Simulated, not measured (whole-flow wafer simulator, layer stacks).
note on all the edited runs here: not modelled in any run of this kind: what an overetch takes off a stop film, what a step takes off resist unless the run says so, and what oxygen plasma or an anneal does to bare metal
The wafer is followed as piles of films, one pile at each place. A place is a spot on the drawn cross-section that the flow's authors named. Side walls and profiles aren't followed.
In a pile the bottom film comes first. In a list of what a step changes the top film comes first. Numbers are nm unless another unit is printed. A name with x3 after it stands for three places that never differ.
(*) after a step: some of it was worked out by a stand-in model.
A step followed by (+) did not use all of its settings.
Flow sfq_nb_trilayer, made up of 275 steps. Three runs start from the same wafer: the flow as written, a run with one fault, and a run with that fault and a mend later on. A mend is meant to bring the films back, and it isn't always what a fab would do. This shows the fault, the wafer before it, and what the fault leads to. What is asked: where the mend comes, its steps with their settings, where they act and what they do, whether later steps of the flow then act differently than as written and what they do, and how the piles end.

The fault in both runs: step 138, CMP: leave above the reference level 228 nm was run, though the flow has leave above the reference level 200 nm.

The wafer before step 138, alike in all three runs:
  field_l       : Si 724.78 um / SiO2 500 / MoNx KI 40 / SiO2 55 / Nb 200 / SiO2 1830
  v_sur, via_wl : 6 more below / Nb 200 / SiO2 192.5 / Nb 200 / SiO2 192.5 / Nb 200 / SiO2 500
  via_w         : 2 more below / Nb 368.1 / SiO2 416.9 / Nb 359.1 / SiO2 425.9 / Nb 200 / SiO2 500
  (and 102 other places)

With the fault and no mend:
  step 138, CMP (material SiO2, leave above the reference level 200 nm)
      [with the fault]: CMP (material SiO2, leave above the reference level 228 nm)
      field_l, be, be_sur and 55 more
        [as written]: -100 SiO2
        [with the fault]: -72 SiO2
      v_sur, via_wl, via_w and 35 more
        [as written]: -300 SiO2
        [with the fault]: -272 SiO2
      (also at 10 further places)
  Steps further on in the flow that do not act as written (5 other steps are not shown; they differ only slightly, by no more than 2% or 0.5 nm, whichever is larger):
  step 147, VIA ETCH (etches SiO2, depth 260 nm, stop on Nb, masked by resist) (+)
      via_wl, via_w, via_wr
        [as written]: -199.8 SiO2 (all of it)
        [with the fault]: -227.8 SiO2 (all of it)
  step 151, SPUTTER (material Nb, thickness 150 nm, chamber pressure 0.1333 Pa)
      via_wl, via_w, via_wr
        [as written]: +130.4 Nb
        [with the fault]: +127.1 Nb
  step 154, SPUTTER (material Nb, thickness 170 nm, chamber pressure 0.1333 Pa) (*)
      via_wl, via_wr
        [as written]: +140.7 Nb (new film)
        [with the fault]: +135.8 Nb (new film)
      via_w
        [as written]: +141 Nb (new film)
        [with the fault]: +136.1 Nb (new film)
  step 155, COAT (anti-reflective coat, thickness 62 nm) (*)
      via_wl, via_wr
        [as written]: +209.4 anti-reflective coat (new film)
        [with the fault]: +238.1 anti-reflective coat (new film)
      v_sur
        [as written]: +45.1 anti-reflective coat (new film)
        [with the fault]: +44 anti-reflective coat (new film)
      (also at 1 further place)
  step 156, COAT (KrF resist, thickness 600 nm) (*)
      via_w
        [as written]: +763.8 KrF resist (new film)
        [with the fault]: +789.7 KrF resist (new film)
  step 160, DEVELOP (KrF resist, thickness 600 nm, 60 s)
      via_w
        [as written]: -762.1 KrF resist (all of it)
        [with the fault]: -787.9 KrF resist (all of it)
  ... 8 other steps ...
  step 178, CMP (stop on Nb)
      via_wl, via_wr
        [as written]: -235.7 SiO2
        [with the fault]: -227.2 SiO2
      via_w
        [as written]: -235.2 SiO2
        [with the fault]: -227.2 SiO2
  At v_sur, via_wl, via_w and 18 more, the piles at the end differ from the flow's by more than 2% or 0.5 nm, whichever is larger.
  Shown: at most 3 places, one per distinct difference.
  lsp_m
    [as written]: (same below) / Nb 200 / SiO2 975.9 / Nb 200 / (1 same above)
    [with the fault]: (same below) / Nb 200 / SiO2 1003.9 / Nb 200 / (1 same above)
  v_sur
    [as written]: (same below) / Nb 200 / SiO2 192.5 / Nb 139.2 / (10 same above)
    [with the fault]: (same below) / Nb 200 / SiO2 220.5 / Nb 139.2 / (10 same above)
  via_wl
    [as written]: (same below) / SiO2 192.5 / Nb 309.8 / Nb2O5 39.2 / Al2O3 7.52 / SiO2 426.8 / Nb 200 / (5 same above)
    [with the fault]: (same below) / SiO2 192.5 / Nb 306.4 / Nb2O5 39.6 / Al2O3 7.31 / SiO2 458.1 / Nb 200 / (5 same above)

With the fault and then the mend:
  The mend follows step 139.
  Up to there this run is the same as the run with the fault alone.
  step 139a, CMP (material SiO2, leave above the reference level 200 nm) (a further turn of the flow's step 138)
      field_l, v_sur, via_wl and 103 more
        -28 SiO2
  Later steps of the flow that are run all act as written at every place that is followed.
  By the end, the piles equal the flow's at every place that both follow.
